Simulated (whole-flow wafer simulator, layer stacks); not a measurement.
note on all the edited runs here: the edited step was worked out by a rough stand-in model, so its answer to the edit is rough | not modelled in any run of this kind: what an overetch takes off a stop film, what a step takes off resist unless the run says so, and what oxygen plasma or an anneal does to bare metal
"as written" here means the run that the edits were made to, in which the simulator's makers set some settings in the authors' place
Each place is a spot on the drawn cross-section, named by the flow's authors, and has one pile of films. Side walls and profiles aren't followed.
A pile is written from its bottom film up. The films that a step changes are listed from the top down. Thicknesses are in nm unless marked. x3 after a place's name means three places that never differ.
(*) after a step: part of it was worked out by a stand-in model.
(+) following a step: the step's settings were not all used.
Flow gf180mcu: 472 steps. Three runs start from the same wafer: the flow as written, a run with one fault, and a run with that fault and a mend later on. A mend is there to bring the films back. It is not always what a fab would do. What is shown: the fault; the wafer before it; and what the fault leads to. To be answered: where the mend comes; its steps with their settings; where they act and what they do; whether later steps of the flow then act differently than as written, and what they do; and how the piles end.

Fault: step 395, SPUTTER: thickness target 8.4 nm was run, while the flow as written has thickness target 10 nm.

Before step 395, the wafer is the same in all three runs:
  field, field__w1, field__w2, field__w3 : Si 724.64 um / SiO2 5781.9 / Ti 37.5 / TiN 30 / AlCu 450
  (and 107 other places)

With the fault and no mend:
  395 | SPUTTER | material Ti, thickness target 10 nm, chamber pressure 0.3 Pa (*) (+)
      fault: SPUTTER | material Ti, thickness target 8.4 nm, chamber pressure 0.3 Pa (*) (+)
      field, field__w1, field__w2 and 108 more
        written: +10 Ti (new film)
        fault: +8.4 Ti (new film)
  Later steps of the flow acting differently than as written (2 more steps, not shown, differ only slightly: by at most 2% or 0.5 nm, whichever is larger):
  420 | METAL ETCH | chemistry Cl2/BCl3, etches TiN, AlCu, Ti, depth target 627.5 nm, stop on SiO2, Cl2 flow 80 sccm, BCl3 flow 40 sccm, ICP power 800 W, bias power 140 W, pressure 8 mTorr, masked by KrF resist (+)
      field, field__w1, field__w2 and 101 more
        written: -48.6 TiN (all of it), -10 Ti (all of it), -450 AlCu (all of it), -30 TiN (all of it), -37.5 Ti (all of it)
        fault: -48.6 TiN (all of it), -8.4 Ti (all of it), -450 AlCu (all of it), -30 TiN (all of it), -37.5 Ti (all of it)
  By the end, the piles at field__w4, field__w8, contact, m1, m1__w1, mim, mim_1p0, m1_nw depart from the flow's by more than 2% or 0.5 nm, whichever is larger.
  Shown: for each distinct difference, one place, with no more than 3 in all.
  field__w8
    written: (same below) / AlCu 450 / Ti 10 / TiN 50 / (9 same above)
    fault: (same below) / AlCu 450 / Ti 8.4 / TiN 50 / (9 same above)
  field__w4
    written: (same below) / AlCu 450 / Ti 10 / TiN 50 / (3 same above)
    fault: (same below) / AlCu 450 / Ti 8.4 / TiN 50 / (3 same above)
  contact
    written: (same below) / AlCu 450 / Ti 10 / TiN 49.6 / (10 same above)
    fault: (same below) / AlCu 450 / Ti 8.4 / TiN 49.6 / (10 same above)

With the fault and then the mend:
  The mend follows step 395.
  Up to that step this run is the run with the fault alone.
  395a | SPUTTER | material Ti, thickness target 1.6 nm, chamber pressure 0.3 Pa (*) (+) (the flow's step 395 again, with other settings)
      field, field__w1, field__w2 and 108 more
        +1.6 Ti
  Later steps of the flow that are run all act as written at every place that is followed.
  At every place that both follow, the piles at the end match the flow's.
